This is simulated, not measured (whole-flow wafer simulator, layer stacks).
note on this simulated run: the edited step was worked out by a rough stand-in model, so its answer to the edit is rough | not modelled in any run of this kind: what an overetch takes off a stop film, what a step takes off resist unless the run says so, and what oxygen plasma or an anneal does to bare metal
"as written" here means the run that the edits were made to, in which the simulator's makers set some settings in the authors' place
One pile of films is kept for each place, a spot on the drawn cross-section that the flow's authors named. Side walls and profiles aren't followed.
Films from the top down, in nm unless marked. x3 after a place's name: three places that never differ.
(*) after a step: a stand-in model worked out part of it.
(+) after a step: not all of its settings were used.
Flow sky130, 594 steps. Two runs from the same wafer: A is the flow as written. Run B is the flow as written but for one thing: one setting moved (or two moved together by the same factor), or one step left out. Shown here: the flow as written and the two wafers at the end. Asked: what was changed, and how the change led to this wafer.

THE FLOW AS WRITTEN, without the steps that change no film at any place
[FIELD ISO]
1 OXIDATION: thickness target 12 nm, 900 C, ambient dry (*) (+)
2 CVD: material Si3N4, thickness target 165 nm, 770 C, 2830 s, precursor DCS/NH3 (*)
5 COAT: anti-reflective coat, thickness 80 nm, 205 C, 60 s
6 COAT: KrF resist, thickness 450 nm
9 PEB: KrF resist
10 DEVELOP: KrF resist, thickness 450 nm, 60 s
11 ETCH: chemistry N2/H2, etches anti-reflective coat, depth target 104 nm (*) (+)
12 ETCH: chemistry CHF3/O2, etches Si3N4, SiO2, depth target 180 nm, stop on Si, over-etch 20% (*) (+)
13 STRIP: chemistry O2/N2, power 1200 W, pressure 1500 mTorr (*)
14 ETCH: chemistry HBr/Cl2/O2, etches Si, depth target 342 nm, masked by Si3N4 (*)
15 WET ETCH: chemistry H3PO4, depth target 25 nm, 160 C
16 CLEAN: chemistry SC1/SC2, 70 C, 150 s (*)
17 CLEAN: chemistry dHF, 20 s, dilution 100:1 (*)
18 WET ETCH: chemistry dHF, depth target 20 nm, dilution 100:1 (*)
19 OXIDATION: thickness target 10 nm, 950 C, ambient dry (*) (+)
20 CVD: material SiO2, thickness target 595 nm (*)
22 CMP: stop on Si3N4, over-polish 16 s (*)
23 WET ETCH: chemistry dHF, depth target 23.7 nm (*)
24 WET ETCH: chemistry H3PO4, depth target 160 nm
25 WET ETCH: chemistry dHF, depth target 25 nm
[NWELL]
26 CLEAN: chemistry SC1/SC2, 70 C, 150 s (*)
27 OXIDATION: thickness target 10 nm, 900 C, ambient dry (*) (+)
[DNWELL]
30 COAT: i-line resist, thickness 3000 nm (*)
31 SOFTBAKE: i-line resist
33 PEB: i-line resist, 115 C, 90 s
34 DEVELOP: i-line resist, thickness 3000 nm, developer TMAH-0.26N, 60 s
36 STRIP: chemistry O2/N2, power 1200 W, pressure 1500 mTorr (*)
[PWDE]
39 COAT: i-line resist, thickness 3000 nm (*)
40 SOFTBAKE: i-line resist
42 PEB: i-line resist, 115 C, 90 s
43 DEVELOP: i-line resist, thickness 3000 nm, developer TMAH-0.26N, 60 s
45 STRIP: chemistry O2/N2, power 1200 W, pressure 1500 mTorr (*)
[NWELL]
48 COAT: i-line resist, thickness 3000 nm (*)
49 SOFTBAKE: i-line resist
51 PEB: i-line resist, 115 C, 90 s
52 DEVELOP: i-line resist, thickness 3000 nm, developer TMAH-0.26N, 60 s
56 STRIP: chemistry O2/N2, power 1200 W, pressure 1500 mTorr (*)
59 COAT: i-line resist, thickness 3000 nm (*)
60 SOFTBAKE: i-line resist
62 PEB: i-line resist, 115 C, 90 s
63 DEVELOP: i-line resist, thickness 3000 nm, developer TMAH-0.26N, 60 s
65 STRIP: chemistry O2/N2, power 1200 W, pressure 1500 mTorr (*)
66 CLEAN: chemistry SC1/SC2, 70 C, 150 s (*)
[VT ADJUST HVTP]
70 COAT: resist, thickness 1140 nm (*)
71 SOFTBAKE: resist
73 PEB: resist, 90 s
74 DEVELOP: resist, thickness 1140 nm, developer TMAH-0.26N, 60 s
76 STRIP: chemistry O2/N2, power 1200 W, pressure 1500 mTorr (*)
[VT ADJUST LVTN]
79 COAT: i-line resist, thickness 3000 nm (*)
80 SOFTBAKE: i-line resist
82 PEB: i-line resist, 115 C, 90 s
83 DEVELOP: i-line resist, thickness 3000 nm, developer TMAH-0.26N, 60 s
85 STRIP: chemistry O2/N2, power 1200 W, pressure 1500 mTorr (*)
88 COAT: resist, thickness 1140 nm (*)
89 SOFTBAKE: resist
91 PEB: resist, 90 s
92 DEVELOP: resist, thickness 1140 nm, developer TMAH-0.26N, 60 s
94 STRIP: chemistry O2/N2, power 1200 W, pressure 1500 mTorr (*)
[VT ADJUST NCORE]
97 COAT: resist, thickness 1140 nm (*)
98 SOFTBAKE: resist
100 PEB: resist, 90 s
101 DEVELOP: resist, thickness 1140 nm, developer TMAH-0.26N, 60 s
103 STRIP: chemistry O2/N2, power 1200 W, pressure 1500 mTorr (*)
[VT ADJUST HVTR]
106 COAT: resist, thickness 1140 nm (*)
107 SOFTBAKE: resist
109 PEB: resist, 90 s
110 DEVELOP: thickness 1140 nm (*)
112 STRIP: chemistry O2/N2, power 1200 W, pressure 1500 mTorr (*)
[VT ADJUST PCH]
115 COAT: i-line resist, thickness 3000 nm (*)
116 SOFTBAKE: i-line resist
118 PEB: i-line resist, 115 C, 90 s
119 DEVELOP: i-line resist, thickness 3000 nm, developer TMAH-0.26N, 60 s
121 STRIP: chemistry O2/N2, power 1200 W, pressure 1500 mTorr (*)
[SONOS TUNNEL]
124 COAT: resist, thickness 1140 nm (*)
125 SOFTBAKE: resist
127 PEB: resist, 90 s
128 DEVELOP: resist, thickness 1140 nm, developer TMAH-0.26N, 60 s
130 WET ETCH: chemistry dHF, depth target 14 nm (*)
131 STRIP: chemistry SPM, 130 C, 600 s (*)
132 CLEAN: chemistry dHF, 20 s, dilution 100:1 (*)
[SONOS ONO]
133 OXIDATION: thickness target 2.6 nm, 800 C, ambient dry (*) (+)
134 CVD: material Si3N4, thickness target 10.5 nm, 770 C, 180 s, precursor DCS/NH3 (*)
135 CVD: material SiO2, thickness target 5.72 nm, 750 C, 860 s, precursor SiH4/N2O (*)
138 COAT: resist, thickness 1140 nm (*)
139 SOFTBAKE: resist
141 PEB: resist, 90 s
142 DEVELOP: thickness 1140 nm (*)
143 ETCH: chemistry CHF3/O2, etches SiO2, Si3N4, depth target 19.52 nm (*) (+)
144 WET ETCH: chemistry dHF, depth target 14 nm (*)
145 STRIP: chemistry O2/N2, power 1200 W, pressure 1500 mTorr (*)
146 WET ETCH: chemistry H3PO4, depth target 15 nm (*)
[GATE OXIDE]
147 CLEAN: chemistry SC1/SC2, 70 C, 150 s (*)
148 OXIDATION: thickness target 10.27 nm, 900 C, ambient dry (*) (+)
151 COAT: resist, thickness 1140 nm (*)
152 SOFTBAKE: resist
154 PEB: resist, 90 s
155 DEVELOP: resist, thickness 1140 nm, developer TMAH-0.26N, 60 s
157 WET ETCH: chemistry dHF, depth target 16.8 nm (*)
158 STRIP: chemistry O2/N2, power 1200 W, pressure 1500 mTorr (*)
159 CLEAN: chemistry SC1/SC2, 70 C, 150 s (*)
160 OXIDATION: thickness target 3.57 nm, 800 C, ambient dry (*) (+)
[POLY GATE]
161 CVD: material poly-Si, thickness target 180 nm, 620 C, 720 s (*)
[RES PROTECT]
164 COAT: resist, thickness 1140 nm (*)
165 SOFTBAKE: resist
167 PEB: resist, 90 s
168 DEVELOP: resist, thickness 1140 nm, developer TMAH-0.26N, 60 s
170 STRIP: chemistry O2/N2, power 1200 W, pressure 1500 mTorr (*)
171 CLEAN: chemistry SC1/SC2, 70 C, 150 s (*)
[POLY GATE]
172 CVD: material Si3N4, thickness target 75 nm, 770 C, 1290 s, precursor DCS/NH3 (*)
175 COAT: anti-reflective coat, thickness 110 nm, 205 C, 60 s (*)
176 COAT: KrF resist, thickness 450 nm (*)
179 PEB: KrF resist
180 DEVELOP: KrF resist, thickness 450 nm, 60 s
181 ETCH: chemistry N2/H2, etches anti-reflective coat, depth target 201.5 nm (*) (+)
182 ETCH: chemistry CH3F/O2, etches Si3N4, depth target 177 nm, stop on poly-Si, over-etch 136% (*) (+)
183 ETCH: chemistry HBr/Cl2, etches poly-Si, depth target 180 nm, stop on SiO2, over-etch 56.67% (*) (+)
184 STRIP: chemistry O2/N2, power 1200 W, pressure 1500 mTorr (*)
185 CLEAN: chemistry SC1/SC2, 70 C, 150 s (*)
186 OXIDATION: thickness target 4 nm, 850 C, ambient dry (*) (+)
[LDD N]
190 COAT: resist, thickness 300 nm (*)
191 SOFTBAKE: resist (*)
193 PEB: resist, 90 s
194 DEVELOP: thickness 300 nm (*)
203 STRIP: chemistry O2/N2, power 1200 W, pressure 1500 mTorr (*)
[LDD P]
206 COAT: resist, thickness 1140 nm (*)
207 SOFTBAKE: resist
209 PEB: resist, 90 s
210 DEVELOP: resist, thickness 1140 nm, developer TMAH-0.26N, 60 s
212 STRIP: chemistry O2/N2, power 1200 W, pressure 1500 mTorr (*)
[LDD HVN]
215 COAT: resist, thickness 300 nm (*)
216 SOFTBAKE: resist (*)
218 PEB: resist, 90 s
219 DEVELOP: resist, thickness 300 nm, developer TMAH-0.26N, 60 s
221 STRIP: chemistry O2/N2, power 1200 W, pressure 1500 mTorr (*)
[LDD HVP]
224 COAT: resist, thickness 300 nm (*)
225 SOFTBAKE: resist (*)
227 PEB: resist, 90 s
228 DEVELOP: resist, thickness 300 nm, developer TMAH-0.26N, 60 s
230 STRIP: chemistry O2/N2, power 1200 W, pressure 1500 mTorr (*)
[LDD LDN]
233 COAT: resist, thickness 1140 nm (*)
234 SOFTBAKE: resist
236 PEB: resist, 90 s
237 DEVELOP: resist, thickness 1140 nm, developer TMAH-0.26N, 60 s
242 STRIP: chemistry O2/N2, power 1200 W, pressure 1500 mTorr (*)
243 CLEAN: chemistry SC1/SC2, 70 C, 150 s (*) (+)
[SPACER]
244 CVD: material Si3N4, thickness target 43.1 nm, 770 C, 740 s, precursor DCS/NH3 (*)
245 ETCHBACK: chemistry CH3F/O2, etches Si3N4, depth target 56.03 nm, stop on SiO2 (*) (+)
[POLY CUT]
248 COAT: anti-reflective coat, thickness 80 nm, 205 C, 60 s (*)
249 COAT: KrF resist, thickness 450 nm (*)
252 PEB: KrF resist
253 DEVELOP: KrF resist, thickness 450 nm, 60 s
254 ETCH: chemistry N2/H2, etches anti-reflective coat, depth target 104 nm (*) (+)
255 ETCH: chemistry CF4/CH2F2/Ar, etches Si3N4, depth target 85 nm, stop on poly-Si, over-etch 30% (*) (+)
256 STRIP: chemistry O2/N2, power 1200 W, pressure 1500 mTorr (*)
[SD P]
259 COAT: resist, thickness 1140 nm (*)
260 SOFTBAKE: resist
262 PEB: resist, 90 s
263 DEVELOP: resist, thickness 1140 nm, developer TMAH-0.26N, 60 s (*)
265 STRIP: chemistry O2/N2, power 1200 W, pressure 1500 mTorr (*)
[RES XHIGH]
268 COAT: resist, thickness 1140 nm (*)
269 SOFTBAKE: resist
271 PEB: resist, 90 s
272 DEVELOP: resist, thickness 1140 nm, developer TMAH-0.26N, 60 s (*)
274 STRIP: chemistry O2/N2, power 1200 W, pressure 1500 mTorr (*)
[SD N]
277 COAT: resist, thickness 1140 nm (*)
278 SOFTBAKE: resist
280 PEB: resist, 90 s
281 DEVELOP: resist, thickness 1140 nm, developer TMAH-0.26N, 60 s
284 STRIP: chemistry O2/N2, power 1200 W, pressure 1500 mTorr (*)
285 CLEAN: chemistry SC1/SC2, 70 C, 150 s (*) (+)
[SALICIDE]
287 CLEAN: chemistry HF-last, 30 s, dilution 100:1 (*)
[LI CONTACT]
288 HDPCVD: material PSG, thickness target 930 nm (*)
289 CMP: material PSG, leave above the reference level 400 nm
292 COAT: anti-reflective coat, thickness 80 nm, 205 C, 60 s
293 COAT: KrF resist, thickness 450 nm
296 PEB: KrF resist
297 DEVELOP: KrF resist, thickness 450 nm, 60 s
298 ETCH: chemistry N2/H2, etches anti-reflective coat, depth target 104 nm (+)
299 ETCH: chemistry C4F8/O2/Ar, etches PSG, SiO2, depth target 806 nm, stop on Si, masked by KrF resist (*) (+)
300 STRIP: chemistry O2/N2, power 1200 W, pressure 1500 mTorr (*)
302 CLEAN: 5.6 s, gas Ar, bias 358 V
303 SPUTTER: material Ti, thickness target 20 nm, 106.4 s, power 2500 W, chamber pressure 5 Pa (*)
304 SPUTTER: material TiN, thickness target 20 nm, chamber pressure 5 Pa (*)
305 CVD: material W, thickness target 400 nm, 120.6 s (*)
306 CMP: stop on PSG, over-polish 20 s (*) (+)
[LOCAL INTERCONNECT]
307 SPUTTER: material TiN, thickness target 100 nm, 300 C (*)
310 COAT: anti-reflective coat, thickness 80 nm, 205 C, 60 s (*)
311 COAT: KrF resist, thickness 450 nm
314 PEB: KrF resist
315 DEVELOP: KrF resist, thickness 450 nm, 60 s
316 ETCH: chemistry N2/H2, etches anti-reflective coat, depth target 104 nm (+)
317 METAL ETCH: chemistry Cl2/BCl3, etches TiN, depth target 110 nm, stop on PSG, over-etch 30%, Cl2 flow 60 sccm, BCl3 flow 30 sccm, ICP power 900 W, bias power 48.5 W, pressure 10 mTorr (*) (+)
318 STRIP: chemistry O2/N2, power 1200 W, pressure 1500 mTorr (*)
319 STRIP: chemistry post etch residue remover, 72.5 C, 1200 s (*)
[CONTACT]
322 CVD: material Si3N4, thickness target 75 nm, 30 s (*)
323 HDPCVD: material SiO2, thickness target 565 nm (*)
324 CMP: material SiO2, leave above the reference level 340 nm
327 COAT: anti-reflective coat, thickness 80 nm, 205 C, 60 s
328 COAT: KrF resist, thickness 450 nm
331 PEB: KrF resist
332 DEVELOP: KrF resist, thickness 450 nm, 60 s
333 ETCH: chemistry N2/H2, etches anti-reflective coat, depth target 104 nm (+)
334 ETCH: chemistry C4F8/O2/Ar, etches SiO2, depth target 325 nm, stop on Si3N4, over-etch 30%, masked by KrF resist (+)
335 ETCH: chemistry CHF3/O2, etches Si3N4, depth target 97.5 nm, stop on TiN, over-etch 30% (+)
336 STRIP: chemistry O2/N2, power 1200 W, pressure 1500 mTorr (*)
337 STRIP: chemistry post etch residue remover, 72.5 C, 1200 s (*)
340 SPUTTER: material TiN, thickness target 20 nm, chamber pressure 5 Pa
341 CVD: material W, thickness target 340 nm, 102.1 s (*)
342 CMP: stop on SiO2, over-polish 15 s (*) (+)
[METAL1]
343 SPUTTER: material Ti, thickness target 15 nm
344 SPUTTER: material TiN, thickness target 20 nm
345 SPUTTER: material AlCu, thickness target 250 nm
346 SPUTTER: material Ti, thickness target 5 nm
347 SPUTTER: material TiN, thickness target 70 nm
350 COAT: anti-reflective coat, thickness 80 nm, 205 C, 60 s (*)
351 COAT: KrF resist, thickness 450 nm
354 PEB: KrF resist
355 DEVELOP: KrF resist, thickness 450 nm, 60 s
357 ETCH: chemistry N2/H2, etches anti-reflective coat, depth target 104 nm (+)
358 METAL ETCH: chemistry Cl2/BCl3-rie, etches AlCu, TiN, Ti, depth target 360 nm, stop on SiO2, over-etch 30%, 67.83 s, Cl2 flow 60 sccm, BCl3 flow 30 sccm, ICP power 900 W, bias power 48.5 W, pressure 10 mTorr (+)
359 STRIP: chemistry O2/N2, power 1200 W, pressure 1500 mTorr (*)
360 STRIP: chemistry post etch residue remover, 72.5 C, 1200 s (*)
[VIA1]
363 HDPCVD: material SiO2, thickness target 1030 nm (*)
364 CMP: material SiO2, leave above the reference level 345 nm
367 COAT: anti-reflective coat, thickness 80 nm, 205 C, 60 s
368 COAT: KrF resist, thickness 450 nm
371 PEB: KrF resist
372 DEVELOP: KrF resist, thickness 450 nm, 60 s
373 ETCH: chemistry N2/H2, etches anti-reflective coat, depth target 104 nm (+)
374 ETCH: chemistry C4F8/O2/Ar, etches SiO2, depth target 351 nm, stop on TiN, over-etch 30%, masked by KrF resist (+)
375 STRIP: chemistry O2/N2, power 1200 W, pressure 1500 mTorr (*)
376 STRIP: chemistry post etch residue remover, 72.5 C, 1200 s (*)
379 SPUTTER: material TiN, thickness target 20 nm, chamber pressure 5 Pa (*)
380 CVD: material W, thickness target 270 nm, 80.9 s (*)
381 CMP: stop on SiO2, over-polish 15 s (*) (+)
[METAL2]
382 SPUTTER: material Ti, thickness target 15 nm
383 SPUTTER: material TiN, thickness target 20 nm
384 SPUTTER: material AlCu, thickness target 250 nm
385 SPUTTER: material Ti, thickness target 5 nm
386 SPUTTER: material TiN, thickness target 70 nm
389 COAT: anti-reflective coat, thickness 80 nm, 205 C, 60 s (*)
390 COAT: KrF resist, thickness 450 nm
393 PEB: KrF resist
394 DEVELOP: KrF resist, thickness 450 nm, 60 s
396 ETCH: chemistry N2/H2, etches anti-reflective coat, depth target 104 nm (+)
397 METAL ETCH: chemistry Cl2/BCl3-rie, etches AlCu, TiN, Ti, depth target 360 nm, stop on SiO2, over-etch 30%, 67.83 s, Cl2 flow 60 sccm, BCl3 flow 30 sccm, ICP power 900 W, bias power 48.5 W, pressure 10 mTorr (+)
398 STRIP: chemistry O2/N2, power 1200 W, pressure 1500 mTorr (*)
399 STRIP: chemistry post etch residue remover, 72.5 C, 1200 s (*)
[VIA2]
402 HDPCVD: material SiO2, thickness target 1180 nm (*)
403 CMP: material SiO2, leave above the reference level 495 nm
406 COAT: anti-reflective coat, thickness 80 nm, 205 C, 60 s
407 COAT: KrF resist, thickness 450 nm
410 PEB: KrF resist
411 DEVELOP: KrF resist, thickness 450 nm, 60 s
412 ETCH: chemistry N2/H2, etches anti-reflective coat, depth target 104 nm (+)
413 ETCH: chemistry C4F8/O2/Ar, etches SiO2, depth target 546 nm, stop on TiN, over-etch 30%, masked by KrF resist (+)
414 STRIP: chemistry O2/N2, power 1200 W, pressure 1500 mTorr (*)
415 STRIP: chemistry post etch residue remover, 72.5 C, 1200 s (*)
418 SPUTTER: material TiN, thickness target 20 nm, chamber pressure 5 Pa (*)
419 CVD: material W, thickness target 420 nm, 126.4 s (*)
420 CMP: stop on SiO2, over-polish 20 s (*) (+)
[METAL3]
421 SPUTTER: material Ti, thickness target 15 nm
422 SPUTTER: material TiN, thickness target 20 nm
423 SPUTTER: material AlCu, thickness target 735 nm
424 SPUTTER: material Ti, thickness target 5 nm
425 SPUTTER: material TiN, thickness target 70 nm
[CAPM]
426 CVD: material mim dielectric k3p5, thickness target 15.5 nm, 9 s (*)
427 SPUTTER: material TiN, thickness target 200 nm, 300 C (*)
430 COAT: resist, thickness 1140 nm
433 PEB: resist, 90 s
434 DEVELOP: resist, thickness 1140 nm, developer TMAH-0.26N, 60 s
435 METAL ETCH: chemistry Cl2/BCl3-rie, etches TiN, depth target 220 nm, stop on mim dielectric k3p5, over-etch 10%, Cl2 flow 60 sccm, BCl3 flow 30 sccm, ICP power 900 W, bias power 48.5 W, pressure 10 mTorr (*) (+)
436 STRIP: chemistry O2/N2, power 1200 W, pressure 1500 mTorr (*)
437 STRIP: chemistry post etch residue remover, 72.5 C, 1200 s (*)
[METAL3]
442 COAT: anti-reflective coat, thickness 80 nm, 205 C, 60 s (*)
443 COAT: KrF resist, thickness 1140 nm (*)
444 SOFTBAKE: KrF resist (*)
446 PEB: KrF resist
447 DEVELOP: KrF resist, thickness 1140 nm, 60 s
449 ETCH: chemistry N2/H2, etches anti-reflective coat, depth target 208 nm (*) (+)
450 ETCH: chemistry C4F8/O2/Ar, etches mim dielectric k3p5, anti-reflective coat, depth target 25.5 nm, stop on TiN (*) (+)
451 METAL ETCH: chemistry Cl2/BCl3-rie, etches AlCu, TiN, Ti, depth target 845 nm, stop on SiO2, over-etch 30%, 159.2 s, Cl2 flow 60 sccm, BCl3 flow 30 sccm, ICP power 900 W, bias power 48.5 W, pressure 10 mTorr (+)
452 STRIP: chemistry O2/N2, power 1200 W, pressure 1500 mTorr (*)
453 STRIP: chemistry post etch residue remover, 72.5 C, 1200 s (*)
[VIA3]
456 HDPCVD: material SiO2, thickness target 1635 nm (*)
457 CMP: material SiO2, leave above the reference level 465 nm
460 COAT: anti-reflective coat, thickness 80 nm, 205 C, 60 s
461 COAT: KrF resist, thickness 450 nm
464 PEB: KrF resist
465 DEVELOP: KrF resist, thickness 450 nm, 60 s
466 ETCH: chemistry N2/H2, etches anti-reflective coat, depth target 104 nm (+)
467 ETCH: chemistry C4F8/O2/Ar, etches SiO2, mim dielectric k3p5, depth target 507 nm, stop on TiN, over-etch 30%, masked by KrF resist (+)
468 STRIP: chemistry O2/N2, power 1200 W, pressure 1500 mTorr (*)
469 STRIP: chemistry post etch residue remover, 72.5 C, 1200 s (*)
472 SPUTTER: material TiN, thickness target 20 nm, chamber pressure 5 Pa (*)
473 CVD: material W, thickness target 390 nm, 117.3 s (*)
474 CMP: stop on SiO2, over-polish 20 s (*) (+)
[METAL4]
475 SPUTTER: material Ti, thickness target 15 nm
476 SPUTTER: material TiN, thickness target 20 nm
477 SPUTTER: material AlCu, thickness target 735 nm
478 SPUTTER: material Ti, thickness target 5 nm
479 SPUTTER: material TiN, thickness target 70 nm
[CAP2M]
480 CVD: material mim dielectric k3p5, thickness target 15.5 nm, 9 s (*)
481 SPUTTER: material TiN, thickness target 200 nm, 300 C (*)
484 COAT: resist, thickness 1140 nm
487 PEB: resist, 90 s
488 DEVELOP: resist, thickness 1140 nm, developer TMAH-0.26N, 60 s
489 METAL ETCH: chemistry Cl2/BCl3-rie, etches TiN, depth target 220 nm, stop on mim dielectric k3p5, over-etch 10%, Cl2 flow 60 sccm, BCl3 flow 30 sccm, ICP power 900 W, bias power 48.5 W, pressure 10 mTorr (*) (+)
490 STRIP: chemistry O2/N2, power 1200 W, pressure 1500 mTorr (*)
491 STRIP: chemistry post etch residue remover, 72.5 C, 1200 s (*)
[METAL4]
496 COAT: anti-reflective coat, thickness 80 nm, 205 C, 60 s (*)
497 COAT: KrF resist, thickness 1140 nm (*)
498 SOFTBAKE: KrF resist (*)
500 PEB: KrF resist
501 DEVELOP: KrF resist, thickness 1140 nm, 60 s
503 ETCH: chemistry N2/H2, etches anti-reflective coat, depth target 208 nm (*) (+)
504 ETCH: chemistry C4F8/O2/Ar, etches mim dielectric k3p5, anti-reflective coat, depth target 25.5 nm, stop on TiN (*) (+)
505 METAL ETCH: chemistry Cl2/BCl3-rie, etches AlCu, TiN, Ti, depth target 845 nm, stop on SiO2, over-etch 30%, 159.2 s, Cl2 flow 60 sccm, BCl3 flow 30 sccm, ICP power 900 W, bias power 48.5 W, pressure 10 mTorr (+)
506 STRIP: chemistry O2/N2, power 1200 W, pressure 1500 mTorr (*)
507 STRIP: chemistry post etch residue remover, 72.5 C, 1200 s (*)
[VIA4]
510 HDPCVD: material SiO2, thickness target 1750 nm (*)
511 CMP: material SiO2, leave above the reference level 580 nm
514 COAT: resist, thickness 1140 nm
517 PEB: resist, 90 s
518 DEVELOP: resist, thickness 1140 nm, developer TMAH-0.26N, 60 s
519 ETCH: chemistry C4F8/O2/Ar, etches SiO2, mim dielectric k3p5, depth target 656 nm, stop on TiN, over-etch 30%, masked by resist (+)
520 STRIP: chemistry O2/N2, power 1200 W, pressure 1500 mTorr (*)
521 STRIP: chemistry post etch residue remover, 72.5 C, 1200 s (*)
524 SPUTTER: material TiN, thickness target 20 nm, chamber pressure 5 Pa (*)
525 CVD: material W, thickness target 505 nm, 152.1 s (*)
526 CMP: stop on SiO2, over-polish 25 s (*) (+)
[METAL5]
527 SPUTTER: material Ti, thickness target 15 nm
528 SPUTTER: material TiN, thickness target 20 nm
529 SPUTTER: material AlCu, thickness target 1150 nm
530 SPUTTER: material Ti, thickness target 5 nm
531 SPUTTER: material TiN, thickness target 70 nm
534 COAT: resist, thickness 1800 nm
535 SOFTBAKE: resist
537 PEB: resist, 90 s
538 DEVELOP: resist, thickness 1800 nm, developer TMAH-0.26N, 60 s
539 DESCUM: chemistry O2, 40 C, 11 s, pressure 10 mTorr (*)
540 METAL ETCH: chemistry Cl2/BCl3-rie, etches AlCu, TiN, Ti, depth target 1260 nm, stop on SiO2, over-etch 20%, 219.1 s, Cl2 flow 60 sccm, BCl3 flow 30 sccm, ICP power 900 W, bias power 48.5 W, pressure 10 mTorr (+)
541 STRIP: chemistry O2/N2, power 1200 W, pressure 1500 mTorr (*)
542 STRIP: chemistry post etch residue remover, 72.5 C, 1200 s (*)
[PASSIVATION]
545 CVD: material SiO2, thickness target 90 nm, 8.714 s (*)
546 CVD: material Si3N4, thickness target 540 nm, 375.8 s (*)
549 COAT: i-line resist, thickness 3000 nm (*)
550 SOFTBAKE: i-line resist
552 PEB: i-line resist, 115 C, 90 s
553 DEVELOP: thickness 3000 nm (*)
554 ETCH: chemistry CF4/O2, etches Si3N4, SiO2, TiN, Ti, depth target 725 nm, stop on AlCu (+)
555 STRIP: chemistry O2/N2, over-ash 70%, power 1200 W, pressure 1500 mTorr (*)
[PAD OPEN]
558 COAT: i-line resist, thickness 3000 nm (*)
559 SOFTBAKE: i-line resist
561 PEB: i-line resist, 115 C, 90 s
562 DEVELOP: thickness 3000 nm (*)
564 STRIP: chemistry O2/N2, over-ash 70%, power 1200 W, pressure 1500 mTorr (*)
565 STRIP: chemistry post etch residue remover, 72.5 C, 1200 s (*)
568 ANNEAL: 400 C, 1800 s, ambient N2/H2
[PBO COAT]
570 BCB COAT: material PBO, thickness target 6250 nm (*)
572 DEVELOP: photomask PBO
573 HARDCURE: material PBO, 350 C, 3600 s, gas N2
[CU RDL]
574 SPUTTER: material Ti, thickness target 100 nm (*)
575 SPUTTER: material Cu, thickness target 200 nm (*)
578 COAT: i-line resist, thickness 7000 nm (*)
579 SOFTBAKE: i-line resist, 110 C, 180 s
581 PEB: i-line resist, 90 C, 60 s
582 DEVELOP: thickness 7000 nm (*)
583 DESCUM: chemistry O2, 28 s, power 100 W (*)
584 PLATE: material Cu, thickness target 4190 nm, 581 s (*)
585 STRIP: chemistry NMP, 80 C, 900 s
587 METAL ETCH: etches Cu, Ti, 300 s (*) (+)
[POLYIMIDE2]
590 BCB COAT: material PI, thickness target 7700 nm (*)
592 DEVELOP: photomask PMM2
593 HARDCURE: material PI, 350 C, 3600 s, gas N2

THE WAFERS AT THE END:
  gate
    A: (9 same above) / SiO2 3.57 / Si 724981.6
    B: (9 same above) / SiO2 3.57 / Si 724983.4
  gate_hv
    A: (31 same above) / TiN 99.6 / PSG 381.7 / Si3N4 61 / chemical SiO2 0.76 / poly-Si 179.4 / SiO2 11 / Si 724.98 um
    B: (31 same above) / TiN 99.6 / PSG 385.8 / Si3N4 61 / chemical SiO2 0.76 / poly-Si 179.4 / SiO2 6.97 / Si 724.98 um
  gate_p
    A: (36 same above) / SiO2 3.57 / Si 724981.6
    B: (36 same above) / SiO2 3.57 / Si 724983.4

The cause: step 148, OXIDATION: thickness target 6.161 nm was run, where the flow has thickness target 10.27 nm.

How the change led to this, step by step:
  148 OXIDATION: thickness target 10.27 nm, 900 C, ambient dry (*) (+)
      active, n_well, p_well and 98 more: A SiO2 +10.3 (new film), chemical SiO2 -0.76 (all of it), Si -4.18 | B SiO2 +6.16 (new film), chemical SiO2 -0.76 (all of it), Si -2.38
      mim, vpp_sp, vpp_ln and 61 more: A SiO2 +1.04, Si -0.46 | B SiO2 +0.41, Si -0.18
      (and at 23 more places)
  157 WET ETCH: chemistry dHF, depth target 16.8 nm (*)
      active, n_well, p_well and 58 more: A SiO2 -10.3 (all of it) | B SiO2 -6.16 (all of it)
  175 COAT: anti-reflective coat, thickness 110 nm, 205 C, 60 s (*)
      rpm_encl, rpm_encl_psd: A anti-reflective coat +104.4 (new film) | B anti-reflective coat +108.5 (new film)
  181 ETCH: chemistry N2/H2, etches anti-reflective coat, depth target 201.5 nm (*) (+)
      rpm_encl, rpm_encl_psd: A anti-reflective coat -104.4 (all of it), Si3N4 -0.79 | B anti-reflective coat -108.5 (all of it), Si3N4 -0.73
  190 COAT: resist, thickness 300 nm (*)
      n_well: A resist +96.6 (new film) | B resist +94.5 (new film)
      pad: A resist +87 (new film) | B resist +88.9 (new film)
  203 STRIP: chemistry O2/N2, power 1200 W, pressure 1500 mTorr (*)
      n_well: A resist -91.6 (all of it) | B resist -89.6 (all of it)
      pad: A resist -82.5 (all of it) | B resist -84.3 (all of it)
  215 COAT: resist, thickness 300 nm (*)
      n_well: A resist +96.6 (new film) | B resist +94.5 (new film)
      pad: A resist +87 (new film) | B resist +88.9 (new film)
  221 STRIP: chemistry O2/N2, power 1200 W, pressure 1500 mTorr (*)
      n_well: A resist -91.6 (all of it) | B resist -89.6 (all of it)
      pad: A resist -82.5 (all of it) | B resist -84.3 (all of it)
  224 COAT: resist, thickness 300 nm (*)
      n_well: A resist +96.6 (new film) | B resist +94.5 (new film)
      pad: A resist +87 (new film) | B resist +88.9 (new film)
  230 STRIP: chemistry O2/N2, power 1200 W, pressure 1500 mTorr (*)
      n_well: A resist -91.6 (all of it) | B resist -89.6 (all of it)
      pad: A resist -82.5 (all of it) | B resist -84.3 (all of it)
  248 COAT: anti-reflective coat, thickness 80 nm, 205 C, 60 s (*)
      sonos_cell: A anti-reflective coat +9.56 (new film) | B anti-reflective coat +9 (new film)
      pplus_nw: A anti-reflective coat +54 (new film) | B anti-reflective coat +52.3 (new film)
      (and at 14 more places)
  256 STRIP: chemistry O2/N2, power 1200 W, pressure 1500 mTorr (*)
      sonos_cell: A KrF resist -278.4 (all of it), anti-reflective coat -9.56 (all of it) | B KrF resist -278.9 (all of it), anti-reflective coat -9 (all of it)
      pplus_nw: A KrF resist -440.5 (all of it), anti-reflective coat -54 (all of it) | B KrF resist -440.4 (all of it), anti-reflective coat -52.3 (all of it)
      (and at 14 more places)
  306 CMP: stop on PSG, over-polish 20 s (*) (+)
      poly_licon: A W -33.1 | B W -31
